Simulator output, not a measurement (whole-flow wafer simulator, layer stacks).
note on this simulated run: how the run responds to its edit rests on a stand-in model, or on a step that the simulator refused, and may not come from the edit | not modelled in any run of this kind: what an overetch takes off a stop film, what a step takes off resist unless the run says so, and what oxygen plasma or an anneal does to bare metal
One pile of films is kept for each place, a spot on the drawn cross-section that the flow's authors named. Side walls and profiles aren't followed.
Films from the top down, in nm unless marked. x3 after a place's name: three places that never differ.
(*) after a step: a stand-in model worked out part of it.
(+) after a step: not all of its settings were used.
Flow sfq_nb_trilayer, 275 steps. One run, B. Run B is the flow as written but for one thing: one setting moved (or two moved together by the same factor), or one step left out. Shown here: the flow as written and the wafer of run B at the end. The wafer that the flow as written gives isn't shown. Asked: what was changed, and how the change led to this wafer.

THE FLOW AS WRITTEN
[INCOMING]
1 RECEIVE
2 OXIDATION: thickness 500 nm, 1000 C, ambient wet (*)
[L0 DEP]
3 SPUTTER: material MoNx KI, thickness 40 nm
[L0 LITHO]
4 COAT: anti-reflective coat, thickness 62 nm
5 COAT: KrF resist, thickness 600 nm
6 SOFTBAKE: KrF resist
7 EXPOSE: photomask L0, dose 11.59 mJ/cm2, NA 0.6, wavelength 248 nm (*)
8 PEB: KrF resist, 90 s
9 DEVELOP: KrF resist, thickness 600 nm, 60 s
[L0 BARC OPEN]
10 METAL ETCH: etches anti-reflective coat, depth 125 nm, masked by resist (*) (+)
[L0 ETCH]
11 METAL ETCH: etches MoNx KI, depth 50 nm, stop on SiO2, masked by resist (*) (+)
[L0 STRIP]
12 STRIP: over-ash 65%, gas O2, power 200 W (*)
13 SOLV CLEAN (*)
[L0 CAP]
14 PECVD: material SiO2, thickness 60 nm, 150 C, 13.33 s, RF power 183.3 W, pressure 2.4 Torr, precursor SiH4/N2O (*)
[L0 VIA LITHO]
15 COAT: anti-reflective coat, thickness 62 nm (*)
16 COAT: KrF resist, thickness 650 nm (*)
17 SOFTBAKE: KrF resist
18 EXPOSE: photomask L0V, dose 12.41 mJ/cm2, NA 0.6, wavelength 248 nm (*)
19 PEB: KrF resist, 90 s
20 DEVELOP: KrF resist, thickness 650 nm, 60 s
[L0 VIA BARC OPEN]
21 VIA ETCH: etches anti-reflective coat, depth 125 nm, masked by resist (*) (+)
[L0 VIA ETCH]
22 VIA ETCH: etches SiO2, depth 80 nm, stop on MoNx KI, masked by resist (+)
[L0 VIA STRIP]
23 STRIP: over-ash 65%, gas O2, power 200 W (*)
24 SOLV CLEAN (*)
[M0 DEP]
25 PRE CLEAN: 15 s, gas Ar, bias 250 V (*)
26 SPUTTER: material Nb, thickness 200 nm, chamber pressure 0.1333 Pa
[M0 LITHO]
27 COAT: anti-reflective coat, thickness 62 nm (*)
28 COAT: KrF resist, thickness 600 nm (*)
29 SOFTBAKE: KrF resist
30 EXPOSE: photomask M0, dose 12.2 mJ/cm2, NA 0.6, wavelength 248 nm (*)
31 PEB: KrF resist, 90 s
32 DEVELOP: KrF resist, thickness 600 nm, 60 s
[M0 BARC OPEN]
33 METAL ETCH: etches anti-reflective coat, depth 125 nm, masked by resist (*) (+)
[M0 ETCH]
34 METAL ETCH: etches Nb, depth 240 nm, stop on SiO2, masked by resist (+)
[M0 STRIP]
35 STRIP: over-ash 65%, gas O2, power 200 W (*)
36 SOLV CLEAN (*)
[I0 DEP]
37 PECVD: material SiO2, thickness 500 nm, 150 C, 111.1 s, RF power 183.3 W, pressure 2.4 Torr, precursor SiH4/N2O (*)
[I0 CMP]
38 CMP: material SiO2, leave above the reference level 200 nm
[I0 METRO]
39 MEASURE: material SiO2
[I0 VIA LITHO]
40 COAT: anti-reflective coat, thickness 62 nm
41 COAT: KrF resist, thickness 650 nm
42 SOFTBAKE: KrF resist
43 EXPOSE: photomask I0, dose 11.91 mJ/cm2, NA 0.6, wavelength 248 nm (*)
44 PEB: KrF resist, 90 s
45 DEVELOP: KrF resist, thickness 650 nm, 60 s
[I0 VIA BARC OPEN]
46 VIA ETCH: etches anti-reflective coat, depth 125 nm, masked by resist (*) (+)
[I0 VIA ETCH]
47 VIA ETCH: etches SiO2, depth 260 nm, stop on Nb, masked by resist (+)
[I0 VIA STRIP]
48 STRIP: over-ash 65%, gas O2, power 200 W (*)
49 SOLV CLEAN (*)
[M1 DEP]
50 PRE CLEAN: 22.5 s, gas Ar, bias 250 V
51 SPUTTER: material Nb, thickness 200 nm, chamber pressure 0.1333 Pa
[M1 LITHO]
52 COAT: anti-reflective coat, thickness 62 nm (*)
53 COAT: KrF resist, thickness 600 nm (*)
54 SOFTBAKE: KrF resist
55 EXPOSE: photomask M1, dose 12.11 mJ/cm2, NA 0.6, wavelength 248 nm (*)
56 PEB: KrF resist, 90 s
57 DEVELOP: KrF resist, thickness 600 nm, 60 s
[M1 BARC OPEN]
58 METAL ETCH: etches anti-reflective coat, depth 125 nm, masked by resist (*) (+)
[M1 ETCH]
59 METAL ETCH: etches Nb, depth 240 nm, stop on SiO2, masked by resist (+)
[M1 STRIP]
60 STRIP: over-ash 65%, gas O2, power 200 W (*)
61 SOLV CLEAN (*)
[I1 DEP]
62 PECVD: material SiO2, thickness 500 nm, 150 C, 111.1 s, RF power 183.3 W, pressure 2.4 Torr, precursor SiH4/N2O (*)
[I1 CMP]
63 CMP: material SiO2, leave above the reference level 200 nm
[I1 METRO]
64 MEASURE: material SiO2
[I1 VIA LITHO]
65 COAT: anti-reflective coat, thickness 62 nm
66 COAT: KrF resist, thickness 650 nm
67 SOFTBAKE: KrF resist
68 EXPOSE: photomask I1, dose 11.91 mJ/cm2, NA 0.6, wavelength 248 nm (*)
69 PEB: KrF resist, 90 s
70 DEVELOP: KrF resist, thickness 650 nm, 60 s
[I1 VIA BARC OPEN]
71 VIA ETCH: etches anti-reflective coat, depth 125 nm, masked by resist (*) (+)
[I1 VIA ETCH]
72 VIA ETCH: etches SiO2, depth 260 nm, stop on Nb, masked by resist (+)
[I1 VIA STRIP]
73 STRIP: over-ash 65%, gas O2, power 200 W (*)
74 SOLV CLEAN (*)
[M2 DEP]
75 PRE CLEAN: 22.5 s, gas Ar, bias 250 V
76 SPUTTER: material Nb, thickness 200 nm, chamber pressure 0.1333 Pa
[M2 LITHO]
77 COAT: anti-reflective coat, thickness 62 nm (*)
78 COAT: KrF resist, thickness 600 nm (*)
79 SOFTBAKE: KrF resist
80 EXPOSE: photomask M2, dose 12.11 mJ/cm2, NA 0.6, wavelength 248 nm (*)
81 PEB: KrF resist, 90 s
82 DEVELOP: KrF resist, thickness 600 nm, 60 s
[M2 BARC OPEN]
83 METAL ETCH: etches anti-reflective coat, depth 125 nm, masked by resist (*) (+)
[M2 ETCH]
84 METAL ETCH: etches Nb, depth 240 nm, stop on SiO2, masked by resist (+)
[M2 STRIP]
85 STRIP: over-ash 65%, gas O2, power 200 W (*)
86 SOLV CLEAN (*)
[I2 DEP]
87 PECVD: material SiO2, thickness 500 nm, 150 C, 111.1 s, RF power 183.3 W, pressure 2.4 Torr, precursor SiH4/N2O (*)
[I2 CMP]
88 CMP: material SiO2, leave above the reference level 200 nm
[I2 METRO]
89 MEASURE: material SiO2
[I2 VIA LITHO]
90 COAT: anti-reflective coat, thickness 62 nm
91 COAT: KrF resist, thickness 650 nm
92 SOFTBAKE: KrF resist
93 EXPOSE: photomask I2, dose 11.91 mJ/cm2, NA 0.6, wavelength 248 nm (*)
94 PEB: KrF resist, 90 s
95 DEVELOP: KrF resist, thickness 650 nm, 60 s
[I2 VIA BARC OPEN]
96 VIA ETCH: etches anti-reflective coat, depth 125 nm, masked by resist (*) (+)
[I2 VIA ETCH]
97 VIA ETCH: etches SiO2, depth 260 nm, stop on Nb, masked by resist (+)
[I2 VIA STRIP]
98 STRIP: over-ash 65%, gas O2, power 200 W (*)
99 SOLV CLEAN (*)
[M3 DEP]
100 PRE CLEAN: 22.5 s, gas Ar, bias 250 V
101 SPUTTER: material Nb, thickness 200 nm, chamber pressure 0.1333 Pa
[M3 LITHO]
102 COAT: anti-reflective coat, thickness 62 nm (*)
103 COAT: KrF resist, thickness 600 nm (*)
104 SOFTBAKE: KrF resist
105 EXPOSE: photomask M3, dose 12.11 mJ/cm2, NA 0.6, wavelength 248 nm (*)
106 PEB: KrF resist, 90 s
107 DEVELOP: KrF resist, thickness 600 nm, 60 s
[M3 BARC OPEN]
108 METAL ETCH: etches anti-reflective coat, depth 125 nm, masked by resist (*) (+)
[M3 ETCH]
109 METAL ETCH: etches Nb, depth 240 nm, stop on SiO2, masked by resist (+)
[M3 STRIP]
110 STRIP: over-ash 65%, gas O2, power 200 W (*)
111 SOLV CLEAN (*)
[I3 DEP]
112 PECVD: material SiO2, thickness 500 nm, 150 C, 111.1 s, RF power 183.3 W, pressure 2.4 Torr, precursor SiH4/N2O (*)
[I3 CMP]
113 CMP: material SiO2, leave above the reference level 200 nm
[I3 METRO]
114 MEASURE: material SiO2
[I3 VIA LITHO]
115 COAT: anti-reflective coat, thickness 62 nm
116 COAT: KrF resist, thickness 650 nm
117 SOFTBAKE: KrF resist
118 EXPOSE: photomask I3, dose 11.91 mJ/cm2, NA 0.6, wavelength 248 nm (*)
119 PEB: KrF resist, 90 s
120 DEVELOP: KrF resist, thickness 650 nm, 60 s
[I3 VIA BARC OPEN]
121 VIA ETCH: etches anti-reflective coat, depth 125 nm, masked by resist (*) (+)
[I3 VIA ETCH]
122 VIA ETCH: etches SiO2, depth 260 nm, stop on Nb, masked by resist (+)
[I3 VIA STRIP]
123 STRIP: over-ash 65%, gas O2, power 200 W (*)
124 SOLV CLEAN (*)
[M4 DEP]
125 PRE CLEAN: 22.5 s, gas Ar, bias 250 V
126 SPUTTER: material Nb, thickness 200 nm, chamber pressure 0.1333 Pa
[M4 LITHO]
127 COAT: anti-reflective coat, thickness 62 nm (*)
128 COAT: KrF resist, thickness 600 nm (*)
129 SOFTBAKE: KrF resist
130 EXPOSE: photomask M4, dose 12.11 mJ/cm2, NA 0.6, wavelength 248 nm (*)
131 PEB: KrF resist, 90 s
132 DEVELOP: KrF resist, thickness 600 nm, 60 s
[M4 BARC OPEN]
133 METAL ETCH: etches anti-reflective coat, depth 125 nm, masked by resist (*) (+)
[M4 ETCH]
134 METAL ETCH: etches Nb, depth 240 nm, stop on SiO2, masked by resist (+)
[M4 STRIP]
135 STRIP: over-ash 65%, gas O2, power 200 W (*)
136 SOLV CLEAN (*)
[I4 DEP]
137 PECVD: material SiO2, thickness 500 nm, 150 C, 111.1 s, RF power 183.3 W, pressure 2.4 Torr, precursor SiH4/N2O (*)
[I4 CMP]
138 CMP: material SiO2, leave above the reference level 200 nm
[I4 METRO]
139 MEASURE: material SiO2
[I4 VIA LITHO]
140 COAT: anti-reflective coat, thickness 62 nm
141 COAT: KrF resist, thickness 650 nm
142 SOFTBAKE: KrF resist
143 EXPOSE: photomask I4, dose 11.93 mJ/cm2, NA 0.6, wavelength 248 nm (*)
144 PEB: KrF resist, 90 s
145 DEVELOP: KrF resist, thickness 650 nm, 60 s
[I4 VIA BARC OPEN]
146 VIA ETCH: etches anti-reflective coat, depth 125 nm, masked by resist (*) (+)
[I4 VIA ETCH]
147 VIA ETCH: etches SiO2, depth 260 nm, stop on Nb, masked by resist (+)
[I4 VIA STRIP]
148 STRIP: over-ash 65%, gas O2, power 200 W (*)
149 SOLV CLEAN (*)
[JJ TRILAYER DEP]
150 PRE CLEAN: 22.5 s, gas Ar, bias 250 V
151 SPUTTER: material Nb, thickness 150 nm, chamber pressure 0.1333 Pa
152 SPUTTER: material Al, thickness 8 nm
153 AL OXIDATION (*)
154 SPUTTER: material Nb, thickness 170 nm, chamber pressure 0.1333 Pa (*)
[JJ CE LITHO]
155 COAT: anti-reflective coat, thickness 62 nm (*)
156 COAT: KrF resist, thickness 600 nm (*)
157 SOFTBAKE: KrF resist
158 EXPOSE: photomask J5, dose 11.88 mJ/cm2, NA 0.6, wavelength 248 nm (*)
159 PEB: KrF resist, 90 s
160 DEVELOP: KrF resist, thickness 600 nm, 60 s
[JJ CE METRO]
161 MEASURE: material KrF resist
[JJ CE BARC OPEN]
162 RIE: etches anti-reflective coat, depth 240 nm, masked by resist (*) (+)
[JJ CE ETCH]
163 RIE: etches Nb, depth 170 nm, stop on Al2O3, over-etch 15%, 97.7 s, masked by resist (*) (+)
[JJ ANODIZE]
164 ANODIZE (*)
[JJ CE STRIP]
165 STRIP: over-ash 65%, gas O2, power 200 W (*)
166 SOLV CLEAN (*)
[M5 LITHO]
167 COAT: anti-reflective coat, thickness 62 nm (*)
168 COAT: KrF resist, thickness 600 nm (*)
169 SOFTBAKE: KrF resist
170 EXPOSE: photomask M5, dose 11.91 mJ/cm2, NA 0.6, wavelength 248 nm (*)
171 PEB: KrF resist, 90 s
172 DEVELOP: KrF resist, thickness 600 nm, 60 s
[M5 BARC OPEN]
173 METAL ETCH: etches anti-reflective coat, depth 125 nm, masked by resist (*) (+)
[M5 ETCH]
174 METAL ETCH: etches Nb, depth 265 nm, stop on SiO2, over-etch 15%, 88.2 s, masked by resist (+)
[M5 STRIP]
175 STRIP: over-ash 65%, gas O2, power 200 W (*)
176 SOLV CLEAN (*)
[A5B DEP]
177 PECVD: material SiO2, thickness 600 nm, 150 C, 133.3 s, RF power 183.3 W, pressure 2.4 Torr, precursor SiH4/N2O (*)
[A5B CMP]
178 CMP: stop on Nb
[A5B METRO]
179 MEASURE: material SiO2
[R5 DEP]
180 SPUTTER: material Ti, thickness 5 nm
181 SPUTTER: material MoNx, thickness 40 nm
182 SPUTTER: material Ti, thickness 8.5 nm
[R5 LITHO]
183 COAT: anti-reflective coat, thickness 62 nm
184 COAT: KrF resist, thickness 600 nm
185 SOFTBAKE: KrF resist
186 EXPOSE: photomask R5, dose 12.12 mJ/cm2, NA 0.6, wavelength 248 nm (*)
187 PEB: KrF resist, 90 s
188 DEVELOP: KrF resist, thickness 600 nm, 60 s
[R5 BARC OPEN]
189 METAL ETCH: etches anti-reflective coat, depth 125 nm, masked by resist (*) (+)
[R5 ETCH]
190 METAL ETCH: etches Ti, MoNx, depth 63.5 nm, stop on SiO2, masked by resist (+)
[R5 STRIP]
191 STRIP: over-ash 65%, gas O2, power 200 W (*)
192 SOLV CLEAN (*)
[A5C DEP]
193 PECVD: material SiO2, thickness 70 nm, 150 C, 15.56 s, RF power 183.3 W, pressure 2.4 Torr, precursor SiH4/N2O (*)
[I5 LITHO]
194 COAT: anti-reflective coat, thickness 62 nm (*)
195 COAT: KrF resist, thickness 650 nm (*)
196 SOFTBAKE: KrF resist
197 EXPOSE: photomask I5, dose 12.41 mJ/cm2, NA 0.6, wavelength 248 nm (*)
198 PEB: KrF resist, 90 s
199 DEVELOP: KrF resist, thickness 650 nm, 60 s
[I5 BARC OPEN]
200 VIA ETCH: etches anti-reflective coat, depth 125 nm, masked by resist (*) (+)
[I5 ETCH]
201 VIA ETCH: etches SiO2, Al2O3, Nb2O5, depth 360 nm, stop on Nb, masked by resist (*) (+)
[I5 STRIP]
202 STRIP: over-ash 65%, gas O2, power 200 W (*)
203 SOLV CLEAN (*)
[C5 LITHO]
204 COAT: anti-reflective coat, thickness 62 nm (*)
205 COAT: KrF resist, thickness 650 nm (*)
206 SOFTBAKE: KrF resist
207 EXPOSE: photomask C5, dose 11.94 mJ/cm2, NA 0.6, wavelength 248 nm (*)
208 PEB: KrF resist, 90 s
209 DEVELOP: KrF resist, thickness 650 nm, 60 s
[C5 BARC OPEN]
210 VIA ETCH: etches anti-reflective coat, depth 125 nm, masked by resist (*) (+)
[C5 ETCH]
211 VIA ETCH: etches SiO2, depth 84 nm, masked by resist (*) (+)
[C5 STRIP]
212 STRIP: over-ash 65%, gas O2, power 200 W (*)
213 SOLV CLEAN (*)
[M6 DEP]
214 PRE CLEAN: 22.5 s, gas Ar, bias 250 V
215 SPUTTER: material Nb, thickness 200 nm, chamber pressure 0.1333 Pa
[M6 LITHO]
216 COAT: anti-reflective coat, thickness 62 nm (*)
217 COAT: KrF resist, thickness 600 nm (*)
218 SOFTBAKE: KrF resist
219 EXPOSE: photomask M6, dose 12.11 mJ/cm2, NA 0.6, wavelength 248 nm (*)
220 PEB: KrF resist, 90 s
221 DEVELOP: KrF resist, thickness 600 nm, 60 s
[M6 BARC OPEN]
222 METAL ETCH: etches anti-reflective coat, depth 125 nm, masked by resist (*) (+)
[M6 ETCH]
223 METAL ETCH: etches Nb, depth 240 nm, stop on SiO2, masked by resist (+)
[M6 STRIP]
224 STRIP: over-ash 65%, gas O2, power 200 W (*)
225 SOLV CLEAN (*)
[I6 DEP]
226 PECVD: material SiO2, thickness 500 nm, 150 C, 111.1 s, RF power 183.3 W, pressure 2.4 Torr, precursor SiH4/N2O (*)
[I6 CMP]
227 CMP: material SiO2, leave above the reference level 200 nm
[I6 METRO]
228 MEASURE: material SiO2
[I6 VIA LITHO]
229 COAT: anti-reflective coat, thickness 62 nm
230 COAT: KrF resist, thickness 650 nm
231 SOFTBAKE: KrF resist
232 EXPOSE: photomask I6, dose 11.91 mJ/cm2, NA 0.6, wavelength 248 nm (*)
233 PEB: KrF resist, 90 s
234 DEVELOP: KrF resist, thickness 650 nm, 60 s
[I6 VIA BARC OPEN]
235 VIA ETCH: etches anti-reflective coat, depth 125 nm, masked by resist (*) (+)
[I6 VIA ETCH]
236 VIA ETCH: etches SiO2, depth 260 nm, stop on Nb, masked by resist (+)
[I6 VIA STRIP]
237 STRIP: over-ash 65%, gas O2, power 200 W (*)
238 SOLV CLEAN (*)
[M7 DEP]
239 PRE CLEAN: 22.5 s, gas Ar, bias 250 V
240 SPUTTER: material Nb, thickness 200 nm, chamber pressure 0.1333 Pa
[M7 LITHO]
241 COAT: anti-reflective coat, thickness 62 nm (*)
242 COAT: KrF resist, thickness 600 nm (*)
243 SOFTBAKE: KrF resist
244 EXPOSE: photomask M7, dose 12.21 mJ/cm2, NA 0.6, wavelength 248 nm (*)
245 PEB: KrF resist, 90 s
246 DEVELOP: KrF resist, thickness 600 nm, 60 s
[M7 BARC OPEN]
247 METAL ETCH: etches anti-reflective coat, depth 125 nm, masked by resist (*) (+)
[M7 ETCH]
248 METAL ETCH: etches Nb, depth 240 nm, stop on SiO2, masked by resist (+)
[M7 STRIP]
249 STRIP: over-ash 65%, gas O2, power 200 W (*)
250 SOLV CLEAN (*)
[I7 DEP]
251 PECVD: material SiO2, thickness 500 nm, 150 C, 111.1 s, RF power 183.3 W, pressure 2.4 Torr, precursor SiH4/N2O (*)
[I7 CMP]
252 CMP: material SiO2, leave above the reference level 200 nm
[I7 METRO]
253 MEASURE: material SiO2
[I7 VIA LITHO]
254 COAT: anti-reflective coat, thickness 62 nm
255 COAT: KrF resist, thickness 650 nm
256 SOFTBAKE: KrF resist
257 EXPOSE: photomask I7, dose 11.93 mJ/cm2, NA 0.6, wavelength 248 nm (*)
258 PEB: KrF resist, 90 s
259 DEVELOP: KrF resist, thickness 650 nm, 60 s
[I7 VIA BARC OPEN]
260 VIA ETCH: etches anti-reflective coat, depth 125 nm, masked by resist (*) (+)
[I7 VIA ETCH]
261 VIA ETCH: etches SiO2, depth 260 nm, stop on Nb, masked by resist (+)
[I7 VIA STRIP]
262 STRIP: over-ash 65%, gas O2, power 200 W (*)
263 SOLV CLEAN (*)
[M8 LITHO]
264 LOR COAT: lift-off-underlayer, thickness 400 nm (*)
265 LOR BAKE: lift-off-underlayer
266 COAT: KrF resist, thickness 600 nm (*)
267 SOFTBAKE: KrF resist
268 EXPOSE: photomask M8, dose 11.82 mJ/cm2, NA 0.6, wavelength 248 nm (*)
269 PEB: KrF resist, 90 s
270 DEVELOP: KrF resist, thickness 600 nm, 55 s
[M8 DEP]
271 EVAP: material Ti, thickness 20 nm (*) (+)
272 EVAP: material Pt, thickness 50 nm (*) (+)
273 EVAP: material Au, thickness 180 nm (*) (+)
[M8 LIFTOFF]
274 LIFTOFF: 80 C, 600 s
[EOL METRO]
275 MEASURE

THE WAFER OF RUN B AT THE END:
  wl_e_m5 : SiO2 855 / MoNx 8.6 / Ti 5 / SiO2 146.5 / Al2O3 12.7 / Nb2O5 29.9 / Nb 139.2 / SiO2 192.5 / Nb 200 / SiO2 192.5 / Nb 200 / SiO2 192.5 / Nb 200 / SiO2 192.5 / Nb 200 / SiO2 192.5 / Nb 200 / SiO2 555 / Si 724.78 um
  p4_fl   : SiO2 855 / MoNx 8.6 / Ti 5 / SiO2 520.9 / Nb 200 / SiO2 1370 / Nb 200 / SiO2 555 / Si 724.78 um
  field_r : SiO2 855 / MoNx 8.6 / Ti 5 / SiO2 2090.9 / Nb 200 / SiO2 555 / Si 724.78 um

The cause: step 181, SPUTTER: thickness 63.6 nm was run, where the flow has thickness 40 nm.

How the change led to this, step by step:
  181 SPUTTER: material MoNx, thickness 40 nm
      field_l, v_sur, via_wl and 103 more: MoNx +63.6 (new film) (as written it would be: MoNx +40 (new film))
  190 METAL ETCH: etches Ti, MoNx, depth 63.5 nm, stop on SiO2, masked by resist (+)
      field_l, v_sur, via_wl and 92 more: Ti -8.5 (all of it), MoNx -55 (as written it would be: Ti -8.5 (all of it), MoNx -40 (all of it), Ti -5 (all of it))
      ce_l, c5j, ce_r, wl_jj: Ti -8.5 (all of it), MoNx -55 (as written it would be: Ti -8.5 (all of it), MoNx -40 (all of it), Ti -5 (all of it), Nb -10)
  193 PECVD: material SiO2, thickness 70 nm, 150 C, 15.56 s, RF power 183.3 W, pressure 2.4 Torr, precursor SiH4/N2O (*)
      field_l, v_sur, via_wl and 92 more: SiO2 +70 (new film) (as written it would be: SiO2 +70)
  194 COAT: anti-reflective coat, thickness 62 nm (*)
      wl_j_sl, wl_j_sr: anti-reflective coat +62 (new film) (as written it would be: anti-reflective coat +60.2 (new film))
      r5r_spacepad_l, r5r_spacepad_r: anti-reflective coat +88.7 (new film) (as written it would be: anti-reflective coat +84.4 (new film))
      (and at 12 more places)
  201 VIA ETCH: etches SiO2, Al2O3, Nb2O5, depth 360 nm, stop on Nb, masked by resist (*) (+)
      be: SiO2 -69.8 (all of it), MoNx -8.6 (all of it), Ti -5 (all of it), SiO2 -146.5 (all of it), Al2O3 -12.7 (all of it), Nb2O5 -29.9 (all of it) (as written it would be: SiO2 -216.4 (all of it), Al2O3 -12.7 (all of it), Nb2O5 -29.9 (all of it))
  202 STRIP: over-ash 65%, gas O2, power 200 W (*)
      wl_j_sl, wl_j_sr: KrF resist -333 (all of it), anti-reflective coat -62 (all of it) (as written it would be: KrF resist -333.3 (all of it), anti-reflective coat -60.2 (all of it))
      r5r_spacepad_l, r5r_spacepad_r: KrF resist -336 (all of it), anti-reflective coat -88.7 (all of it) (as written it would be: KrF resist -335.6 (all of it), anti-reflective coat -84.4 (all of it))
      (and at 12 more places)
  204 COAT: anti-reflective coat, thickness 62 nm (*)
      wl_j_sl, wl_j_sr: anti-reflective coat +62 (new film) (as written it would be: anti-reflective coat +60.2 (new film))
      r5r_spacepad_l, r5r_spacepad_r: anti-reflective coat +88.7 (new film) (as written it would be: anti-reflective coat +84.4 (new film))
      (and at 12 more places)
  210 VIA ETCH: etches anti-reflective coat, depth 125 nm, masked by resist (*) (+)
      c5j: anti-reflective coat -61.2 (all of it), SiO2 -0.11 (as written it would be: anti-reflective coat -63.9 (all of it), SiO2 -0.11)
  211 VIA ETCH: etches SiO2, depth 84 nm, masked by resist (*) (+)
      c5j: SiO2 -69.9 (all of it) (as written it would be: SiO2 -69.9 (all of it), Nb -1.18)
  212 STRIP: over-ash 65%, gas O2, power 200 W (*)
      wl_j_sl, wl_j_sr: KrF resist -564 (all of it), anti-reflective coat -62 (all of it) (as written it would be: KrF resist -563.4 (all of it), anti-reflective coat -60.2 (all of it))
      r5r_spacepad_l, r5r_spacepad_r: KrF resist -566.9 (all of it), anti-reflective coat -88.7 (all of it) (as written it would be: KrF resist -565.8 (all of it), anti-reflective coat -84.4 (all of it))
      (and at 11 more places)
  214 PRE CLEAN: 22.5 s, gas Ar, bias 250 V
      c5j: MoNx -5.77 (as written it would be: Nb -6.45)
  215 SPUTTER: material Nb, thickness 200 nm, chamber pressure 0.1333 Pa
      c5j: Nb +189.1 (new film) (as written it would be: Nb +188.4)
      be: Nb +144.3 (as written it would be: Nb +147.3)
  216 COAT: anti-reflective coat, thickness 62 nm (*)
      r5r_line_l, r5r_line_c, r5r_line_r: anti-reflective coat +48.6 (new film) (as written it would be: anti-reflective coat +50 (new film))
      wl_j_sl, wl_j_sr: anti-reflective coat +62 (new film) (as written it would be: anti-reflective coat +60.2 (new film))
      (and at 13 more places)
  222 METAL ETCH: etches anti-reflective coat, depth 125 nm, masked by resist (*) (+)
      r5r_line_l, r5r_line_c, r5r_line_r: anti-reflective coat -48.6 (all of it) (as written it would be: anti-reflective coat -50 (all of it))
      r5r_spacepad_l, r5r_spacepad_r: anti-reflective coat -90.7 (all of it) (as written it would be: anti-reflective coat -85.7 (all of it))
      (and at 1 more place)
  224 STRIP: over-ash 65%, gas O2, power 200 W (*)
      wl_j_sl, wl_j_sr: KrF resist -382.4 (all of it), anti-reflective coat -62 (all of it) (as written it would be: KrF resist -382.5 (all of it), anti-reflective coat -60.2 (all of it))
      be: KrF resist -587.9 (all of it), anti-reflective coat -139.3 (all of it) (as written it would be: KrF resist -575.8 (all of it), anti-reflective coat -136.7 (all of it))
      (and at 10 more places)
  226 PECVD: material SiO2, thickness 500 nm, 150 C, 111.1 s, RF power 183.3 W, pressure 2.4 Torr, precursor SiH4/N2O (*)
      be: SiO2 +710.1 (new film) (as written it would be: SiO2 +693.5 (new film))
  227 CMP: material SiO2, leave above the reference level 200 nm
      r5r_line_l, r5r_spacepad_l, r5r_spacepad_r, r5r_line_c, r5r_line_r: SiO2 -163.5 (as written it would be: SiO2 -153.5)
      ce_l, ce_r, wl_jj: SiO2 -300 (as written it would be: SiO2 -290)
      (and at 5 more places)
Counting metal films that touch as one body, wl_e_m5 has 7 bodies (between them, from the top down: SiO2 146.5 / Al2O3 12.7 / Nb2O5 29.9; SiO2 192.5; SiO2 192.5; SiO2 192.5; SiO2 192.5; SiO2 192.5); the flow as written gives 6 bodies (between them, from the top down: SiO2 192.5; SiO2 192.5; SiO2 192.5; SiO2 192.5; SiO2 192.5).
Counting metal films that touch as one body, p4_fl has 3 bodies (between them, from the top down: SiO2 520.9; SiO2 1370); the flow as written gives 2 bodies (between them, from the top down: SiO2 1370).
Counting metal films that touch as one body, field_r has 2 bodies (between them, from the top down: SiO2 2090.9); the flow as written gives 1 body.
